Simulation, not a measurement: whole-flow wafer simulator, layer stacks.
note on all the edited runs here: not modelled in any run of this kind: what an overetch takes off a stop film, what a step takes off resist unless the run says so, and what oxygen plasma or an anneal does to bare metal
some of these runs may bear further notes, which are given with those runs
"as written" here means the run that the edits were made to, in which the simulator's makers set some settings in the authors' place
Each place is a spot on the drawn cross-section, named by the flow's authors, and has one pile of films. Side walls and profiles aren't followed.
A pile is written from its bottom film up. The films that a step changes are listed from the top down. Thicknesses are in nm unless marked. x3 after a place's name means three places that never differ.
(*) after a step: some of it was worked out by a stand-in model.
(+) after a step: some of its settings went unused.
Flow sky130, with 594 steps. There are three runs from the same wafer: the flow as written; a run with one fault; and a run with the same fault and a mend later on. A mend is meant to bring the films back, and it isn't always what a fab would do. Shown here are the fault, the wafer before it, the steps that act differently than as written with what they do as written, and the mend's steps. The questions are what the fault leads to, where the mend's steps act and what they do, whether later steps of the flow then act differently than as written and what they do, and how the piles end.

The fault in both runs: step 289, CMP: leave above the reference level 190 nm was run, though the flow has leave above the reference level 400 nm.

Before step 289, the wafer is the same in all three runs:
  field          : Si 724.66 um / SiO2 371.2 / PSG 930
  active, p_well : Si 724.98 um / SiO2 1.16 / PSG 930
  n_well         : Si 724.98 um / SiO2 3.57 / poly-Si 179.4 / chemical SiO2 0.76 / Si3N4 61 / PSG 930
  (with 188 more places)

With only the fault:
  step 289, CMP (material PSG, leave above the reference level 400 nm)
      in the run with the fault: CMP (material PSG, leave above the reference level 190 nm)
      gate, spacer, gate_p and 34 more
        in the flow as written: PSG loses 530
        in the run with the fault: PSG loses 740
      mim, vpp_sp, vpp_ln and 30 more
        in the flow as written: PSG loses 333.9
        in the run with the fault: PSG loses 543.9
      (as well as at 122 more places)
  Steps further on in the flow that do not act as written:
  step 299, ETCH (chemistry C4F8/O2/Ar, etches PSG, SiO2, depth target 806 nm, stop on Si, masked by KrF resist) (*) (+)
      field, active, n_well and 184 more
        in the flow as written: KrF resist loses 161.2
        in the run with the fault: KrF resist loses 130.4
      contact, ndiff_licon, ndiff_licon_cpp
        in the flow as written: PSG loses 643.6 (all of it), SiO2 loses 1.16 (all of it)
        in the run with the fault: PSG loses 433.6 (all of it), SiO2 loses 1.16 (all of it)
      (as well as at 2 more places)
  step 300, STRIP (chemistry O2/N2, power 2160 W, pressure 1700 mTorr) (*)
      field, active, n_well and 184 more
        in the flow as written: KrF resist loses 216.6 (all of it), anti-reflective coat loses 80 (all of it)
        in the run with the fault: KrF resist loses 247.4 (all of it), anti-reflective coat loses 80 (all of it)
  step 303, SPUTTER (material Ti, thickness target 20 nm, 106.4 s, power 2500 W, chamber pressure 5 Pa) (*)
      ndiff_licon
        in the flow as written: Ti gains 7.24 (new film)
        in the run with the fault: Ti gains 10.1 (new film)
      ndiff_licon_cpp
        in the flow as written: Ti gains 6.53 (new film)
        in the run with the fault: Ti gains 9.07 (new film)
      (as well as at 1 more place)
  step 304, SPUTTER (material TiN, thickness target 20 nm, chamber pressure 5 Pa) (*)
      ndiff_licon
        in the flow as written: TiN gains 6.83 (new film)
        in the run with the fault: TiN gains 9.63 (new film)
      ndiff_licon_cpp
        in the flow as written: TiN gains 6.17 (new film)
        in the run with the fault: TiN gains 8.71 (new film)
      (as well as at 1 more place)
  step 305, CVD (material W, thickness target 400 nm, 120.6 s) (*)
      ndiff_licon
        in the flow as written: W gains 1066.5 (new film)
        in the run with the fault: W gains 850.9 (new film)
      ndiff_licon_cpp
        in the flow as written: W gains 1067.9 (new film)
        in the run with the fault: W gains 852.8 (new film)
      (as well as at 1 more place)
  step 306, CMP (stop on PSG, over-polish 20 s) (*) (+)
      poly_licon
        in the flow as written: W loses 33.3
        in the run with the fault: W loses 243.3
  The piles end different from the flow's at field, active, n_well and 190 more by more than 2% or 0.5 nm, whichever is larger.
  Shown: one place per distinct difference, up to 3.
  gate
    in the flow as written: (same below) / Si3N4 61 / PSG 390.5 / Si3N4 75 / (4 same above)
    in the run with the fault: (same below) / Si3N4 61 / PSG 180.5 / Si3N4 75 / (4 same above)
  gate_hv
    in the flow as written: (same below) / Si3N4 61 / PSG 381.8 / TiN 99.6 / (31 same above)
    in the run with the fault: (same below) / Si3N4 61 / PSG 171.8 / TiN 99.6 / (31 same above)
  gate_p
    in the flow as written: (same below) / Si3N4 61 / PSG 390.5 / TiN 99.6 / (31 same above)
    in the run with the fault: (same below) / Si3N4 61 / PSG 180.5 / TiN 99.6 / (31 same above)

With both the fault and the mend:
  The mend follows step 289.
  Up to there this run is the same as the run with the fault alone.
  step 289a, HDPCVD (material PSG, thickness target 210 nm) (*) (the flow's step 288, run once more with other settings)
      field, active, n_well and 189 more
        PSG gains 210
  None of the later steps of the flow differs from how it acts as written, at any place that is followed, by more than 2% or 0.5 nm, whichever is larger.
  When the end is reached, the piles differ only a little from the flow's at the places that both follow, at most by 2% or 0.5 nm, whichever is larger.
